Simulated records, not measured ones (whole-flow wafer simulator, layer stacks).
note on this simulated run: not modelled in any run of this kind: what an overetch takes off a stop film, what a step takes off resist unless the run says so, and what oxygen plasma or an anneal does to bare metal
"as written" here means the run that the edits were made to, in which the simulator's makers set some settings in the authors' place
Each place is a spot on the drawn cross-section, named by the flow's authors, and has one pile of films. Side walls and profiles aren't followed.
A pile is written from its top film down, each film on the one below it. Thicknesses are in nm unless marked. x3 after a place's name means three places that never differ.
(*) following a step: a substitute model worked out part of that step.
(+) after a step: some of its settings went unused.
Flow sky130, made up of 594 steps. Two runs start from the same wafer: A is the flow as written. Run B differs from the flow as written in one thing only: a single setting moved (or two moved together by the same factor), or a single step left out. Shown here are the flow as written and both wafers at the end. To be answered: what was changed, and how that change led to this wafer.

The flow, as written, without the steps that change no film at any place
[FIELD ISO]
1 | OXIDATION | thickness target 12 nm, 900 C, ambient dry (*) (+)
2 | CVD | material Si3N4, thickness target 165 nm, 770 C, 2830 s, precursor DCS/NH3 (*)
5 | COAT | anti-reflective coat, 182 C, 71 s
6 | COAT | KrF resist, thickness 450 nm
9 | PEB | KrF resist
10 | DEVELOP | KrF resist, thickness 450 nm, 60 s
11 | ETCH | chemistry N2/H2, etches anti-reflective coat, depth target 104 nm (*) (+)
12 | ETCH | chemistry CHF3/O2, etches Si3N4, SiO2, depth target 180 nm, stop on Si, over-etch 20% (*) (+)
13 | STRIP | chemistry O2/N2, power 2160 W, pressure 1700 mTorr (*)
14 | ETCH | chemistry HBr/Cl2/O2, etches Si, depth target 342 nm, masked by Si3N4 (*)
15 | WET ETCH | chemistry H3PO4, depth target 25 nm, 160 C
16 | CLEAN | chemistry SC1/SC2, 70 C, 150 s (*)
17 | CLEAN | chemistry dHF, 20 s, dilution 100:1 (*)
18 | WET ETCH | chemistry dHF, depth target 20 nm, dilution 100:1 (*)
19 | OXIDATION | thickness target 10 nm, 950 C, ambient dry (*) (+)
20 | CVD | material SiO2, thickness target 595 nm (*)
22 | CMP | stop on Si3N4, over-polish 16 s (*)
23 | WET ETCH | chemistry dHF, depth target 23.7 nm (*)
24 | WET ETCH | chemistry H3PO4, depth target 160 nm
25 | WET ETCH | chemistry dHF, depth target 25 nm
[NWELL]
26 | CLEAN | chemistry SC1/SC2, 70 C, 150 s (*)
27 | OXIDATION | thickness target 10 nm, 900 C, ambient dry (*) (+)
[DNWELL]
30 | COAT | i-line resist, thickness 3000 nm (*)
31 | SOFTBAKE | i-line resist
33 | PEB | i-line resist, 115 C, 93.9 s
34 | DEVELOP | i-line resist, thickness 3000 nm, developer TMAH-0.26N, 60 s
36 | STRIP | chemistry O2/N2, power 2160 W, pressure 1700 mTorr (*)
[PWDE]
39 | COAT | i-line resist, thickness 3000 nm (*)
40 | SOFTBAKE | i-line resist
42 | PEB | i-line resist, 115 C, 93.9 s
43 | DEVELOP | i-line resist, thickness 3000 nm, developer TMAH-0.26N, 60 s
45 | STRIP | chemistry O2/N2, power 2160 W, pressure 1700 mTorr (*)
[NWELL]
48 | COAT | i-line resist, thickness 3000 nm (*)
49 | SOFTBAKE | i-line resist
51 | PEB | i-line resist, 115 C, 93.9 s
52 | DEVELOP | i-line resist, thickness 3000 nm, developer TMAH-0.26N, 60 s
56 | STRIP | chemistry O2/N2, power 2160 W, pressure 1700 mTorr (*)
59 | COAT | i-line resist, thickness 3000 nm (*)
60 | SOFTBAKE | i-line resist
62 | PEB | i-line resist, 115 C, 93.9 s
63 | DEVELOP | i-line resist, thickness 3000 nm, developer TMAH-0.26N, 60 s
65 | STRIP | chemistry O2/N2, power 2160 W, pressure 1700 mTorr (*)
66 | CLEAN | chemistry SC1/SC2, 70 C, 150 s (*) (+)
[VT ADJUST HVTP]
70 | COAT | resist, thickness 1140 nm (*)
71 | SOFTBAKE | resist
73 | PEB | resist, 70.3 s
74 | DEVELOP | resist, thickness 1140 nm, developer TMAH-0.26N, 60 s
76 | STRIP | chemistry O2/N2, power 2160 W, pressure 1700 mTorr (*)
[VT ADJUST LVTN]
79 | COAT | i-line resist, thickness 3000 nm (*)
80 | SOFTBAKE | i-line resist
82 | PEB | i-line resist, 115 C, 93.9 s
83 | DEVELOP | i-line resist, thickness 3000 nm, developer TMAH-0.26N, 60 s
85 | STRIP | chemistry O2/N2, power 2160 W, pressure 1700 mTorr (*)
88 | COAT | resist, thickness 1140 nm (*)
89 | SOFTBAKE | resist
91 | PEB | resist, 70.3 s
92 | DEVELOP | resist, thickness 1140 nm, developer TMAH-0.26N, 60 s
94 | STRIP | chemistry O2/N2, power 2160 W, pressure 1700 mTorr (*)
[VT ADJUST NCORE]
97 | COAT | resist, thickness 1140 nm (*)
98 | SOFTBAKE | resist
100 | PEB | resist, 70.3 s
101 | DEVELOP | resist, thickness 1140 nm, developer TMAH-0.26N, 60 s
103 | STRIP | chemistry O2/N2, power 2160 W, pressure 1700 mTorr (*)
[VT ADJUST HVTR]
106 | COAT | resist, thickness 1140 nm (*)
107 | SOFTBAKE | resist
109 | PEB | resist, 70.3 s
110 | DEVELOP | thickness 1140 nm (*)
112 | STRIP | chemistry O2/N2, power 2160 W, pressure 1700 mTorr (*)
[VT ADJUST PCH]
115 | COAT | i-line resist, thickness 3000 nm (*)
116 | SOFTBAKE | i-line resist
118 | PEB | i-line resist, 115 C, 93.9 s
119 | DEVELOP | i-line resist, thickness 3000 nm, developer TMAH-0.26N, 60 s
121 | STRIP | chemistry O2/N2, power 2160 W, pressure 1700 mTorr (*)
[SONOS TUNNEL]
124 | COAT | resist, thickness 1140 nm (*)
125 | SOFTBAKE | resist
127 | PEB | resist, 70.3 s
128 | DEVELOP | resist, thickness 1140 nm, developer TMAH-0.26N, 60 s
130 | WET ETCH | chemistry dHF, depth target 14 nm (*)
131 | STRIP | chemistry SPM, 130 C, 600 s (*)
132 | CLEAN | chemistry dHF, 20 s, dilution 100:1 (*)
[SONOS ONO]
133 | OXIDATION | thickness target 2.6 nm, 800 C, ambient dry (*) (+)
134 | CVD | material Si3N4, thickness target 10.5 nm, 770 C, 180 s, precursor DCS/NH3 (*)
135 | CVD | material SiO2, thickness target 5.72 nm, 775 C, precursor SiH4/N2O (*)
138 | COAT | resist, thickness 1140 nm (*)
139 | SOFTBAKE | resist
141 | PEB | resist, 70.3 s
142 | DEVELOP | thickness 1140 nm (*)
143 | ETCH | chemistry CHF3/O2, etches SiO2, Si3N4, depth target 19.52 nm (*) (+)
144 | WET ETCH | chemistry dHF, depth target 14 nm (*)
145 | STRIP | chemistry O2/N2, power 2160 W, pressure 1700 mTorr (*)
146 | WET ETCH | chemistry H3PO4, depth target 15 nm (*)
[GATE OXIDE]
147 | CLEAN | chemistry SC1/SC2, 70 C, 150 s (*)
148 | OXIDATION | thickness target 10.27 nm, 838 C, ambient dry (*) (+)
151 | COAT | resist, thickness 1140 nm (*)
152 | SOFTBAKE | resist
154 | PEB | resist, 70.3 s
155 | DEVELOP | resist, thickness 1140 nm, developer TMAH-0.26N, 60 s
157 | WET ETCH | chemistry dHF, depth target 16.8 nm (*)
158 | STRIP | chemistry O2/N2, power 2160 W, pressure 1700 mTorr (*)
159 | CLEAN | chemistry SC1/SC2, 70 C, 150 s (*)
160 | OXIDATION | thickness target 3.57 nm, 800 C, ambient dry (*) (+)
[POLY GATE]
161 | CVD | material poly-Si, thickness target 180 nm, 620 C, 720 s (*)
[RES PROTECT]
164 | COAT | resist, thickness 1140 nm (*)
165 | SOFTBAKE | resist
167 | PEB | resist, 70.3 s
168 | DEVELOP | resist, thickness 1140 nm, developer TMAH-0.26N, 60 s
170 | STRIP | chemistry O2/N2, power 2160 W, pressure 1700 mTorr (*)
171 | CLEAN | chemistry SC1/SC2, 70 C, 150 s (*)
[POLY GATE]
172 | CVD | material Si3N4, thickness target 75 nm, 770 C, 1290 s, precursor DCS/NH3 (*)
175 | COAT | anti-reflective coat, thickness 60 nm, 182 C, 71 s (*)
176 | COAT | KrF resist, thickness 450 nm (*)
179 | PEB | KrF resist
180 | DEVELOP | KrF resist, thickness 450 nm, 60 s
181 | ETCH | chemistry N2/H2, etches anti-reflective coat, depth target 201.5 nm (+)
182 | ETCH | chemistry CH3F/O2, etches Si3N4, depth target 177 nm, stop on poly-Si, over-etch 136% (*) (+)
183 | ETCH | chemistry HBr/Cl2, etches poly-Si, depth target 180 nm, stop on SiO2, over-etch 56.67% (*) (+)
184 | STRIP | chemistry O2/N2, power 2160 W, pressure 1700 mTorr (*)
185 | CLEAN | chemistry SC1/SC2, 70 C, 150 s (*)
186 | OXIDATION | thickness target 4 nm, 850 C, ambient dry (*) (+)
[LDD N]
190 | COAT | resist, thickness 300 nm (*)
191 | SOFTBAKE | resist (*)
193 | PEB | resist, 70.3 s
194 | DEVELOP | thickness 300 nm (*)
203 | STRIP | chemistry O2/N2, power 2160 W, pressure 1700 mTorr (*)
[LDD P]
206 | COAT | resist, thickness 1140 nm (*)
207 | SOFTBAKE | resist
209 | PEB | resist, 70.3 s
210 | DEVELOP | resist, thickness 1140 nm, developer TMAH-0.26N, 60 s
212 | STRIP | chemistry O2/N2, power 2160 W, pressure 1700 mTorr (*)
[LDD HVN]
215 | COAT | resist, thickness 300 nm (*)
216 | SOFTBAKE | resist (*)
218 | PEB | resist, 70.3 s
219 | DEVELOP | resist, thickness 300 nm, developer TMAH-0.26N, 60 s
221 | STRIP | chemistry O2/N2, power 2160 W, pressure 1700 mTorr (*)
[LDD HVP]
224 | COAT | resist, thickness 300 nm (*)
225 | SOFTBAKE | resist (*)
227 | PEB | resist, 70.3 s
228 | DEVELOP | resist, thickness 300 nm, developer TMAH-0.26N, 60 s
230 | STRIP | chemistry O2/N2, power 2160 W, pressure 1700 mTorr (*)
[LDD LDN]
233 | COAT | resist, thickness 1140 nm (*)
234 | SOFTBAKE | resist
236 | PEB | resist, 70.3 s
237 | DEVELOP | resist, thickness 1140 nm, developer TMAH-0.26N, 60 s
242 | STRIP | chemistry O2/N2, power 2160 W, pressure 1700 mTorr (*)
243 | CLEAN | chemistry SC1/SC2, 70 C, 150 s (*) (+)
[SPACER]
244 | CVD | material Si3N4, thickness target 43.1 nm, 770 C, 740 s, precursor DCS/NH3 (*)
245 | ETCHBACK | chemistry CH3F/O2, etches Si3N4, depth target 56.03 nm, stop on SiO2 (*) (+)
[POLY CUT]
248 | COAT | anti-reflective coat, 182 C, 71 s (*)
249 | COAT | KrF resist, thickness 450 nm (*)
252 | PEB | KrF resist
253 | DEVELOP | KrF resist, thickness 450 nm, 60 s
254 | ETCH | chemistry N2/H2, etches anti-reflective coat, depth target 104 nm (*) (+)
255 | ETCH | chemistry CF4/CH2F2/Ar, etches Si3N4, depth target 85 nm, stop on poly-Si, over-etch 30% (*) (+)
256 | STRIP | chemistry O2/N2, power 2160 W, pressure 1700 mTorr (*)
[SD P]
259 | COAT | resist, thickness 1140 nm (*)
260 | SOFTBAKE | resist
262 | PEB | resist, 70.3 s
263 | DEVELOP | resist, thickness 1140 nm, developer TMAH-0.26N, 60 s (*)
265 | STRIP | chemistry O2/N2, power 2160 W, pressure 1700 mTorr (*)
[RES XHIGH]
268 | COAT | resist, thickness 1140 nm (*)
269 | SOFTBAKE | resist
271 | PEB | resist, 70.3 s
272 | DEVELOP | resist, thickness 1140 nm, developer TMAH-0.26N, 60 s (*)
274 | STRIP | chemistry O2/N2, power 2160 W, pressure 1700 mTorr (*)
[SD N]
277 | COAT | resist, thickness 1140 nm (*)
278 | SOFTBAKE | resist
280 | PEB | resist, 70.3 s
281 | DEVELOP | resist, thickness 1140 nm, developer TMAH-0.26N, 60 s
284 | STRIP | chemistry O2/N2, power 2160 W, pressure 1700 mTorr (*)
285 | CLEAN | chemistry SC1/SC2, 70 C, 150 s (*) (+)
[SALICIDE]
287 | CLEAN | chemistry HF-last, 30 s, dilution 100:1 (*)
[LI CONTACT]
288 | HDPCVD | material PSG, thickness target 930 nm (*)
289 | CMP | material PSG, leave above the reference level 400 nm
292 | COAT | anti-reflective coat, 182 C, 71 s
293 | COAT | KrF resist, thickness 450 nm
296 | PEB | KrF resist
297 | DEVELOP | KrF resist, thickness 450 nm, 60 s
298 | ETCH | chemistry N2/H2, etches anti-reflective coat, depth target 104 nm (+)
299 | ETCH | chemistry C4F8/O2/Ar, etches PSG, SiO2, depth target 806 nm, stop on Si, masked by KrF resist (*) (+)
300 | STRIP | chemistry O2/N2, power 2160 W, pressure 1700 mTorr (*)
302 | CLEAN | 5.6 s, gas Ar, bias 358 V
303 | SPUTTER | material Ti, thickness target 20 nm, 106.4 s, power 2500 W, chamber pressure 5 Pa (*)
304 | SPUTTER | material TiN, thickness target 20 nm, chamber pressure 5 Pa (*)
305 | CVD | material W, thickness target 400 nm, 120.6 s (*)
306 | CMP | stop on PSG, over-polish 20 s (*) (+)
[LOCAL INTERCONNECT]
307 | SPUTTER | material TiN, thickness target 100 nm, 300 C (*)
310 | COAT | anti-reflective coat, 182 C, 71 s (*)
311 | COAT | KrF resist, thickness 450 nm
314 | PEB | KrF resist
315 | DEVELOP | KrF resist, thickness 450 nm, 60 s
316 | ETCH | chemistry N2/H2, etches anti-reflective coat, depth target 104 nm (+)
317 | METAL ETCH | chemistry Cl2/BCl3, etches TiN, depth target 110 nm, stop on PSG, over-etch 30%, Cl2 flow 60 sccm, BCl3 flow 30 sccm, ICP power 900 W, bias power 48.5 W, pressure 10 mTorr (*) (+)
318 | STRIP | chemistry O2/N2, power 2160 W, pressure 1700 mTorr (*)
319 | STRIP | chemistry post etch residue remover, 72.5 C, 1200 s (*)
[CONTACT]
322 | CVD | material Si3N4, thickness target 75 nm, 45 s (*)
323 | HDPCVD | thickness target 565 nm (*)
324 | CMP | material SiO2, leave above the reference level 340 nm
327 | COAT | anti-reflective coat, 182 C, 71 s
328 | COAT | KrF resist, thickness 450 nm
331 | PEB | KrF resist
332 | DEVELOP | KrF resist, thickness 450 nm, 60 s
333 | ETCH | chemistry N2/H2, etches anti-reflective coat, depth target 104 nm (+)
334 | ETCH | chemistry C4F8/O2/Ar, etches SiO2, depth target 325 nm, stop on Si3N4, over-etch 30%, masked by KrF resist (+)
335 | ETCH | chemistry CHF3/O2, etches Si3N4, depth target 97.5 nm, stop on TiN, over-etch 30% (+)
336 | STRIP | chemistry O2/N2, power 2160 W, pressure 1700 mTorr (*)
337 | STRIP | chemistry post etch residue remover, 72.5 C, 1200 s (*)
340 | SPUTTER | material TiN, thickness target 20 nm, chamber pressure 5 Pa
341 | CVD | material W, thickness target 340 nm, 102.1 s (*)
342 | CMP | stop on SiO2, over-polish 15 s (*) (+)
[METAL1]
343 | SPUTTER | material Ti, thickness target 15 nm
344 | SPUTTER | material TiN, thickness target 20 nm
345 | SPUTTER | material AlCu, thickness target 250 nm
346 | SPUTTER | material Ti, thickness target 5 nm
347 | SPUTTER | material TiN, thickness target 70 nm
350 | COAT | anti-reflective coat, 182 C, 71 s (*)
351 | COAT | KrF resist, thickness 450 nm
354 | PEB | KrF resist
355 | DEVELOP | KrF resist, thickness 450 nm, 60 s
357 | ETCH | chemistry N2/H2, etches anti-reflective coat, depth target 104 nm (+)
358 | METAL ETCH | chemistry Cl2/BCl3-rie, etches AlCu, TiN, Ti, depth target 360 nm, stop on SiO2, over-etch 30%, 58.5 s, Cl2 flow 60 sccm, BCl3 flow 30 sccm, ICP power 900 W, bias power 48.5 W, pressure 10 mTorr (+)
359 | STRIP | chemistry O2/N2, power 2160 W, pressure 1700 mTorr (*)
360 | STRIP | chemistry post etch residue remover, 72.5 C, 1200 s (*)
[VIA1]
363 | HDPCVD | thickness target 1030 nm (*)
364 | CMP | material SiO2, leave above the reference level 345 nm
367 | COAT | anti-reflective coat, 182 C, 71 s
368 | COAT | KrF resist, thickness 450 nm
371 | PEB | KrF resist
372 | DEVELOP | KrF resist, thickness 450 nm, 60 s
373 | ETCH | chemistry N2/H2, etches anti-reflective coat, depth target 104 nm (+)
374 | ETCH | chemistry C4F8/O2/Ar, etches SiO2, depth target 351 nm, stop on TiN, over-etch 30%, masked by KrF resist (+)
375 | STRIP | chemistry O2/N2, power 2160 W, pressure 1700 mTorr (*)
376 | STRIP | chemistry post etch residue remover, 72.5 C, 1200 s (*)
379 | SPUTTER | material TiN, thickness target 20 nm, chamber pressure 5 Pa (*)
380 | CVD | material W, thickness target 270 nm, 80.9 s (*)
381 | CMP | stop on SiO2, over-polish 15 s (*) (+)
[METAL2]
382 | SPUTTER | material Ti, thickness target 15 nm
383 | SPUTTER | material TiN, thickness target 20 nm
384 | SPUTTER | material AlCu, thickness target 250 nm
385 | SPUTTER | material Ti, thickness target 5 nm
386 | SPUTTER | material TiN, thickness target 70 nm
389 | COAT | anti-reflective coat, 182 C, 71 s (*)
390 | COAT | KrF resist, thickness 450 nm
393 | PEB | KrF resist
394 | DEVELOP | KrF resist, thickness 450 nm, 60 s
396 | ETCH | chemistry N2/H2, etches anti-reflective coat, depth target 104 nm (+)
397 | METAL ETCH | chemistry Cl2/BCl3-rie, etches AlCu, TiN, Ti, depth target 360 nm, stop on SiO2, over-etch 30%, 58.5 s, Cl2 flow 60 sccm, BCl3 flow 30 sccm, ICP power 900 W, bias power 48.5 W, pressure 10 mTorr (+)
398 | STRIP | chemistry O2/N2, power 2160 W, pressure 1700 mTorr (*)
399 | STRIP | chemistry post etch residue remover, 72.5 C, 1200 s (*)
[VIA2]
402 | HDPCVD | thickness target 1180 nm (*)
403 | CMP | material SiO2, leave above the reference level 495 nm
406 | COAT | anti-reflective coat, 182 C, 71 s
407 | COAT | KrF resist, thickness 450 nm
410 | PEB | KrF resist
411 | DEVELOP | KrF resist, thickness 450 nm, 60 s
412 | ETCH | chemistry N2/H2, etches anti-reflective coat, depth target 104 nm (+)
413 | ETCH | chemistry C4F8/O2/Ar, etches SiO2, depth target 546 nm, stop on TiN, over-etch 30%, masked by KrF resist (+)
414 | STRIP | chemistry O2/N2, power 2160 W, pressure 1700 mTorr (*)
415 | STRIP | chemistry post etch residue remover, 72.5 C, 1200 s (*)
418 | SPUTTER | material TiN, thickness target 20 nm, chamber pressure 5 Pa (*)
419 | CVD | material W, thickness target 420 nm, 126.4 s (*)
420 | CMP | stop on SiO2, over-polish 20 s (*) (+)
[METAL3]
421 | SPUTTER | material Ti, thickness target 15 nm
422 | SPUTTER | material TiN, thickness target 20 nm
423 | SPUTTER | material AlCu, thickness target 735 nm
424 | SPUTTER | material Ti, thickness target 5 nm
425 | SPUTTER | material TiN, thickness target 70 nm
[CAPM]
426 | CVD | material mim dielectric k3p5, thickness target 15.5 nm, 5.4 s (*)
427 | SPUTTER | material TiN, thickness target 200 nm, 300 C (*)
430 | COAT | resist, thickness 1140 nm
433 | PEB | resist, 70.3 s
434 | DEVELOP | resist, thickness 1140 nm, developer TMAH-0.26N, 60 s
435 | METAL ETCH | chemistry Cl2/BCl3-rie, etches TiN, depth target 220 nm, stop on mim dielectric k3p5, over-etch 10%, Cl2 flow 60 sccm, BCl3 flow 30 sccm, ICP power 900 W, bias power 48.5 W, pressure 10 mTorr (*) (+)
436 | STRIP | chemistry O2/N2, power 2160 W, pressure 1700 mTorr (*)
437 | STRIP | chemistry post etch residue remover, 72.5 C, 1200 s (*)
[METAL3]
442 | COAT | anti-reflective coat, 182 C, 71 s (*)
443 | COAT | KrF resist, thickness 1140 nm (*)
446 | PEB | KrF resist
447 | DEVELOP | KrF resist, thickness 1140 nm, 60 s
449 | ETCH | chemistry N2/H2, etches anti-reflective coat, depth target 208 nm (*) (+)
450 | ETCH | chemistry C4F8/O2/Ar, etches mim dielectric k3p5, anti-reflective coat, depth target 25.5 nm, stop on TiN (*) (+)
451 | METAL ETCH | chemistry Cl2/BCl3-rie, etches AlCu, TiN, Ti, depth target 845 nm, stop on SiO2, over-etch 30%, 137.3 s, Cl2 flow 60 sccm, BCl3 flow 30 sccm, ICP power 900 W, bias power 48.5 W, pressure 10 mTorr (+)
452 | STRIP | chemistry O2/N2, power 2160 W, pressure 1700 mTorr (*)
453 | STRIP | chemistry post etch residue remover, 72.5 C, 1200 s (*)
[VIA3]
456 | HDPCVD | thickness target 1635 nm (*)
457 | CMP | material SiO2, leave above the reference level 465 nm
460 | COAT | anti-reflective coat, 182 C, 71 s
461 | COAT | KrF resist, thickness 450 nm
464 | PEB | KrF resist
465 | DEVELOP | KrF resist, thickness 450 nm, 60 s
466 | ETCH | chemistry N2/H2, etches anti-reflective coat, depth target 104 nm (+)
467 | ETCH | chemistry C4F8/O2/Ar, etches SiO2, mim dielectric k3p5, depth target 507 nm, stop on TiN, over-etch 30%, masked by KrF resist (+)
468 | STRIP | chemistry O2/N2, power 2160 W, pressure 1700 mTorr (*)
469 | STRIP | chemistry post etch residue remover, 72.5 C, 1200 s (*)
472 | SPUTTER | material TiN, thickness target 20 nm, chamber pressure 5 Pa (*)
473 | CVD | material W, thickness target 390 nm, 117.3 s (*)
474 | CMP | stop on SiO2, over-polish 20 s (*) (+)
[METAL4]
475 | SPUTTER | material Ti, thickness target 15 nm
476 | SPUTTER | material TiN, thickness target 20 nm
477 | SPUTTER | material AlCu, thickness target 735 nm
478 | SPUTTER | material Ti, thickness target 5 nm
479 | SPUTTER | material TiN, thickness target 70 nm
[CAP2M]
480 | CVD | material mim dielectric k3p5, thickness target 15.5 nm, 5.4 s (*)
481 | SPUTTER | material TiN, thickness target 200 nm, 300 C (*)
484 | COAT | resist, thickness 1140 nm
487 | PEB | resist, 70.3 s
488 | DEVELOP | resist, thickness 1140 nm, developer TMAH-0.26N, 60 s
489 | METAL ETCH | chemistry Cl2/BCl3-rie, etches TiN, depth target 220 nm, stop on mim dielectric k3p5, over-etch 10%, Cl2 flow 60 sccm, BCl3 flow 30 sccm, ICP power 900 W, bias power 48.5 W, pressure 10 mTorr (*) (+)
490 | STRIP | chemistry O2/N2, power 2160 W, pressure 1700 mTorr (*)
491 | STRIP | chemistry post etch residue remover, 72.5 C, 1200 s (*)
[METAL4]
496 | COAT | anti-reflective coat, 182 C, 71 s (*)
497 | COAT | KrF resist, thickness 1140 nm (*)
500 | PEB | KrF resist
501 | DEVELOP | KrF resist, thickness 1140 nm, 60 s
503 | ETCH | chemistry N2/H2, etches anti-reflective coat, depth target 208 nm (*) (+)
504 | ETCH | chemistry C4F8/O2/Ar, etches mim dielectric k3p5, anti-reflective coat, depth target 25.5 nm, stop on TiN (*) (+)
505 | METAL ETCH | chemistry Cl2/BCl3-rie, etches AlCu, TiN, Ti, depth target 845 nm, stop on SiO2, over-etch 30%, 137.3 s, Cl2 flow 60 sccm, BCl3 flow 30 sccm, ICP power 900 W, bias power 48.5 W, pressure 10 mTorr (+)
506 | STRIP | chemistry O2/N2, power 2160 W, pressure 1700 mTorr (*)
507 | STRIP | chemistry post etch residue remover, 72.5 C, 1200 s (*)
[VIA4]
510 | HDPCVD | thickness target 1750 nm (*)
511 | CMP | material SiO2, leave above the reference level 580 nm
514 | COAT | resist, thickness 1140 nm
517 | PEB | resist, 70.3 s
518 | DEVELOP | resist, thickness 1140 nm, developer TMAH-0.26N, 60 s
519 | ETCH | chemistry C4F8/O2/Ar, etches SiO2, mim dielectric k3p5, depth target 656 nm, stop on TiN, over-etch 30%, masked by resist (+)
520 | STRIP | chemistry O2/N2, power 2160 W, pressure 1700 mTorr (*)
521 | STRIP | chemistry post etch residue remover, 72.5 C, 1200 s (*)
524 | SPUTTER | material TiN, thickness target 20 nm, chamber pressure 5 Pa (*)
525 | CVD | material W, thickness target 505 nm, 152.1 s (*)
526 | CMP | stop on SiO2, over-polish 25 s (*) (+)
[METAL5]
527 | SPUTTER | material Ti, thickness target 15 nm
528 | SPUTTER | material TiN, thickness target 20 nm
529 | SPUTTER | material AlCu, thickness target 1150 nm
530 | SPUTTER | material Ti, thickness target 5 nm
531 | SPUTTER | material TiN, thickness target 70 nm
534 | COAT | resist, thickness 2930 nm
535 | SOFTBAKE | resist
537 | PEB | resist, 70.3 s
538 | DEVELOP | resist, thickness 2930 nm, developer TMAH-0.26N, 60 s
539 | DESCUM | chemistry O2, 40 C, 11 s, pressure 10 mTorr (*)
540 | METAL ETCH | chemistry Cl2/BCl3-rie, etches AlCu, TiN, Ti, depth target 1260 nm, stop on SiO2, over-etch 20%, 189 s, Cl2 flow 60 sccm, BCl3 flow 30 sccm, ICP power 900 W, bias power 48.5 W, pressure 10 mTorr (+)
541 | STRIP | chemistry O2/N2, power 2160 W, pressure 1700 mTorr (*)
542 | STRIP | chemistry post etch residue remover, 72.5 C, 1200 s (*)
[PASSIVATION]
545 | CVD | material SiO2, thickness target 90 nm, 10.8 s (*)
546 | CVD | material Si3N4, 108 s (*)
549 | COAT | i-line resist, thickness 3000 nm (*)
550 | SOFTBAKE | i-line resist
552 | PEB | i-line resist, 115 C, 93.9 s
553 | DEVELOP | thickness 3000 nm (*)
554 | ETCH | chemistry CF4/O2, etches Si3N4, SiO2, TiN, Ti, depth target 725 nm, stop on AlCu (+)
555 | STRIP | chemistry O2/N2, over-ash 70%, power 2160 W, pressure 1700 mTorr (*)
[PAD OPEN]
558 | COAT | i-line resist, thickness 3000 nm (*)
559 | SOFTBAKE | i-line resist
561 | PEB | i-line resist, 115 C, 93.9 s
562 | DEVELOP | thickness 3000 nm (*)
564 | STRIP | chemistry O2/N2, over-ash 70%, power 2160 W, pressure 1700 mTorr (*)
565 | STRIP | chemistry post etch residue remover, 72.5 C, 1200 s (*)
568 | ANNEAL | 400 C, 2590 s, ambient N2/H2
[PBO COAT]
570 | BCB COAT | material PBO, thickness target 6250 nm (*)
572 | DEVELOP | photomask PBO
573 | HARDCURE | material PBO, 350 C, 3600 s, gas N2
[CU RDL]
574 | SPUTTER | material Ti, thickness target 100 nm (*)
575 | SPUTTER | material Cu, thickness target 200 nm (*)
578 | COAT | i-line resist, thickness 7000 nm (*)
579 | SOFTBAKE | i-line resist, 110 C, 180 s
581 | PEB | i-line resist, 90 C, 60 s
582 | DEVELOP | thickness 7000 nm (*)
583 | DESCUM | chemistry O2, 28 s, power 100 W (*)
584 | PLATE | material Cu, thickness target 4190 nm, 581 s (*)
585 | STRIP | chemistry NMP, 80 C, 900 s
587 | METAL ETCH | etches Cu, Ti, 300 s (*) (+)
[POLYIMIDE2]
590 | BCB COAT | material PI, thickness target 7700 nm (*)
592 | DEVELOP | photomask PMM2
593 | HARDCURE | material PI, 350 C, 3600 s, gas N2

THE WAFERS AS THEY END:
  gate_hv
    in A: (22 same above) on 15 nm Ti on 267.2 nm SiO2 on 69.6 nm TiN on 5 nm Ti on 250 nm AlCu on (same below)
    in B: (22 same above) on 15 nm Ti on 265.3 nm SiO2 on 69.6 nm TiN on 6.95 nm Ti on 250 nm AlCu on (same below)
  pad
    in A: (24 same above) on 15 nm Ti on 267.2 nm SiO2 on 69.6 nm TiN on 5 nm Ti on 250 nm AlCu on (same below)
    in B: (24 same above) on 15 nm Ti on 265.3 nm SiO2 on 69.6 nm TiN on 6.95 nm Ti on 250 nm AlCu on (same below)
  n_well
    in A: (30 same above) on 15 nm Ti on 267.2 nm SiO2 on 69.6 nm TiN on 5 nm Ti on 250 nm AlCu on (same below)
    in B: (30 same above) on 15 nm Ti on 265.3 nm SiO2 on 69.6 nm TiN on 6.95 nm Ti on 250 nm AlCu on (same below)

What caused this: step 346, SPUTTER: thickness target 6.95 nm was run, while the flow as written has thickness target 5 nm.
One can read it off the wafer: gate_hv has Ti 6.95, and step 346 as written asks for 5 nm.

The path from the change to this, step by step:
  346 | SPUTTER | material Ti, thickness target 5 nm
      field, active, n_well and 188 more: A Ti gains 5 (new film) | B Ti gains 6.95 (new film)
  358 | METAL ETCH | chemistry Cl2/BCl3-rie, etches AlCu, TiN, Ti, depth target 360 nm, stop on SiO2, over-etch 30%, 58.5 s, Cl2 flow 60 sccm, BCl3 flow 30 sccm, ICP power 900 W, bias power 48.5 W, pressure 10 mTorr (+)
      field, active, gate and 81 more: A TiN loses 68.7 (all of it), Ti loses 5 (all of it), AlCu loses 250 (all of it), TiN loses 20 (all of it), Ti loses 15 (all of it), SiO2 loses 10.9 | B TiN loses 68.7 (all of it), Ti loses 6.95 (all of it), AlCu loses 250 (all of it), TiN loses 20 (all of it), Ti loses 15 (all of it), SiO2 loses 10.7
